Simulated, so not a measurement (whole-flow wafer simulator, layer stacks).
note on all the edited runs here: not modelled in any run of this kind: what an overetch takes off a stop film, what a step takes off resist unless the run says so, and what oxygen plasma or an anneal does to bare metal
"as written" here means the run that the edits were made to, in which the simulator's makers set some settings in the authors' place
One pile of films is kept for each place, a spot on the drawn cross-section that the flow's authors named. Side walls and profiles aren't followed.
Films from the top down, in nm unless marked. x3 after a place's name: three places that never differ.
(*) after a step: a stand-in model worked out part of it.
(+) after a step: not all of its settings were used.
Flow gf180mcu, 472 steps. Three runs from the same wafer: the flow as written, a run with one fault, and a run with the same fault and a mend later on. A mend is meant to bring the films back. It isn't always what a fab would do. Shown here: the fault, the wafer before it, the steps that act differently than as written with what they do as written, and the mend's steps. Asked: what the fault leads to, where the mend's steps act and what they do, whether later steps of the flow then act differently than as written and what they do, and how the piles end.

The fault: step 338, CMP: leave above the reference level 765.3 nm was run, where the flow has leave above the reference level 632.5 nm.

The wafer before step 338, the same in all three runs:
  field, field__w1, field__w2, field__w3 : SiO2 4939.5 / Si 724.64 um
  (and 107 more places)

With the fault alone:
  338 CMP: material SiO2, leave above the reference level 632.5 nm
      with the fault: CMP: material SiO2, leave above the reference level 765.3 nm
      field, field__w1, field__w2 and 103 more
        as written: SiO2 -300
        with the fault: SiO2 -167.2
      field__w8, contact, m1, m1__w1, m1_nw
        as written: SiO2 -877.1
        with the fault: SiO2 -744.3
  Later steps of the flow that act differently than as written (1 more step differs only slightly, by at most 2% or 0.5 nm, whichever is larger, and isn't shown):
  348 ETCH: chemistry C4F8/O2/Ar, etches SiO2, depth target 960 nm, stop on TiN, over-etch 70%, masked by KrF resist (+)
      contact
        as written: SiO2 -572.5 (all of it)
        with the fault: SiO2 -705.3 (all of it)
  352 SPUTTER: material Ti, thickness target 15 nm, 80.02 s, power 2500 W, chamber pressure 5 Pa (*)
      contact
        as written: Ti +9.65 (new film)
        with the fault: Ti +8.94 (new film)
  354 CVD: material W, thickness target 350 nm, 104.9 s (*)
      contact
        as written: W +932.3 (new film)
        with the fault: W +1066.3 (new film)
  At the end the piles differ from the flow's by more than 2% or 0.5 nm, whichever is larger, at field__w4, field__w8, contact and 9 more.
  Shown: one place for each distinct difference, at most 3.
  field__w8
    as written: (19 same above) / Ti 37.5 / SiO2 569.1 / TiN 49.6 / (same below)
    with the fault: (19 same above) / Ti 37.5 / SiO2 701.9 / TiN 49.6 / (same below)
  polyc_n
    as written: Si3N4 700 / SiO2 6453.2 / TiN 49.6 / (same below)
    with the fault: Si3N4 700 / SiO2 6586 / TiN 49.6 / (same below)
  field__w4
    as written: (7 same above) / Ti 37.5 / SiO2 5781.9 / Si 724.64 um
    with the fault: (7 same above) / Ti 37.5 / SiO2 5914.7 / Si 724.64 um

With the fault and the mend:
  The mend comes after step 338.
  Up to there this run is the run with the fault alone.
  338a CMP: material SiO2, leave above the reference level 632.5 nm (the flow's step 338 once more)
      field, field__w1, field__w2 and 108 more
        SiO2 -132.8
  No later step of the flow acts differently than as written at any place that is followed.
  At the end the piles are the same as the flow's at every place that both follow.
